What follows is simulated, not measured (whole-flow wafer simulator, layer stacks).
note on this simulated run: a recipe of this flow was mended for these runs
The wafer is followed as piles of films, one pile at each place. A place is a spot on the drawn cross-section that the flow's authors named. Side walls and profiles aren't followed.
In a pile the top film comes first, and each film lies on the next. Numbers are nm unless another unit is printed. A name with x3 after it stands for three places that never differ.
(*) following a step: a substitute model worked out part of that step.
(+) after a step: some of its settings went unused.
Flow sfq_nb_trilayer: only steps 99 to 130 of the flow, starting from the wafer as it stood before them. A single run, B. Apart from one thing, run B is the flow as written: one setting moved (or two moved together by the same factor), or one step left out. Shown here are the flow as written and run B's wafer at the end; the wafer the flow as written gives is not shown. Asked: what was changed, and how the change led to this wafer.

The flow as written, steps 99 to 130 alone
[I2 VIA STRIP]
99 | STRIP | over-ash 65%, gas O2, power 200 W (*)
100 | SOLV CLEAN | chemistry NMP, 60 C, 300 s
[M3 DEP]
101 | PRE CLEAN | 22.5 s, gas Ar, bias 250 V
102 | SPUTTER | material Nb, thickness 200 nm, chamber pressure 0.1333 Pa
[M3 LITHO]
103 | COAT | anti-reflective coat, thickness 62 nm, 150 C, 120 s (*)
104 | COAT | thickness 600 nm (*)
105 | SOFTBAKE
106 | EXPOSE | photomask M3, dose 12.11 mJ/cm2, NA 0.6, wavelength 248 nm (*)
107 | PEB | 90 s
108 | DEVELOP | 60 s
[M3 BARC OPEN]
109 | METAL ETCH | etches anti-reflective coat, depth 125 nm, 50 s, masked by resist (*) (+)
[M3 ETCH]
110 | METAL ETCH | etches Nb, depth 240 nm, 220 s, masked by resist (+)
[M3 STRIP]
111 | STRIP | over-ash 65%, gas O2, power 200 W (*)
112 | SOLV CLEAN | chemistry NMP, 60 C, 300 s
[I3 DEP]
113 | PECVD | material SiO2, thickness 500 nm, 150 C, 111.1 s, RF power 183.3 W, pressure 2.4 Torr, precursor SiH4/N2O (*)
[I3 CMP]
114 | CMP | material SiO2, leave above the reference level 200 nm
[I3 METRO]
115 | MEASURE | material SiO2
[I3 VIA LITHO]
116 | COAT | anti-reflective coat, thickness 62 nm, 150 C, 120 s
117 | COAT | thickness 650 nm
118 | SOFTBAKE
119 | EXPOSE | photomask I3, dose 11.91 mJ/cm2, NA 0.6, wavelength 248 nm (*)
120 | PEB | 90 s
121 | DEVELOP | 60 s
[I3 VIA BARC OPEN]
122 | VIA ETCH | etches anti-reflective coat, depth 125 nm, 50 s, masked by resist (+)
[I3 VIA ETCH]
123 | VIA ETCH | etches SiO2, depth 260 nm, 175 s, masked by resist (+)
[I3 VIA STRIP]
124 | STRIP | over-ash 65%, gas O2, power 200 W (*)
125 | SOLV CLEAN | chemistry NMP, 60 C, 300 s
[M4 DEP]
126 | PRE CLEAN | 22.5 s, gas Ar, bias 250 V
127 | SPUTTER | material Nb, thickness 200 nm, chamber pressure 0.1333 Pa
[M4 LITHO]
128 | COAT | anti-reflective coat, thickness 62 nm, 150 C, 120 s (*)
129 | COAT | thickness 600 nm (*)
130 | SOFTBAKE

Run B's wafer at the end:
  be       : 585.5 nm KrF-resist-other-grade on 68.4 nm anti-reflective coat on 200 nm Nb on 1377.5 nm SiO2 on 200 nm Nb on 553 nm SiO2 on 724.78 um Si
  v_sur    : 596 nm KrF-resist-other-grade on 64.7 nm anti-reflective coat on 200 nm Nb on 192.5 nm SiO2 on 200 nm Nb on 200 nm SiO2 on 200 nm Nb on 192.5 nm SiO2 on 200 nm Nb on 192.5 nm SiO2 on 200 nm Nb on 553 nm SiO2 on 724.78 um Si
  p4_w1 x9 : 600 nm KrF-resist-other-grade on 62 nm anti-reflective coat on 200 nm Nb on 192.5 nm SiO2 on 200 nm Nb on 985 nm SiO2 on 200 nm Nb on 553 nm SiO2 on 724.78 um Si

What caused this: step 101, PRE CLEAN: 22.5 s, gas Ar, bias 250 V, was omitted.

Step by step, how the change led to this:
  (no step that both runs have acts differently by more than 2% or 0.5 nm, whichever is larger)
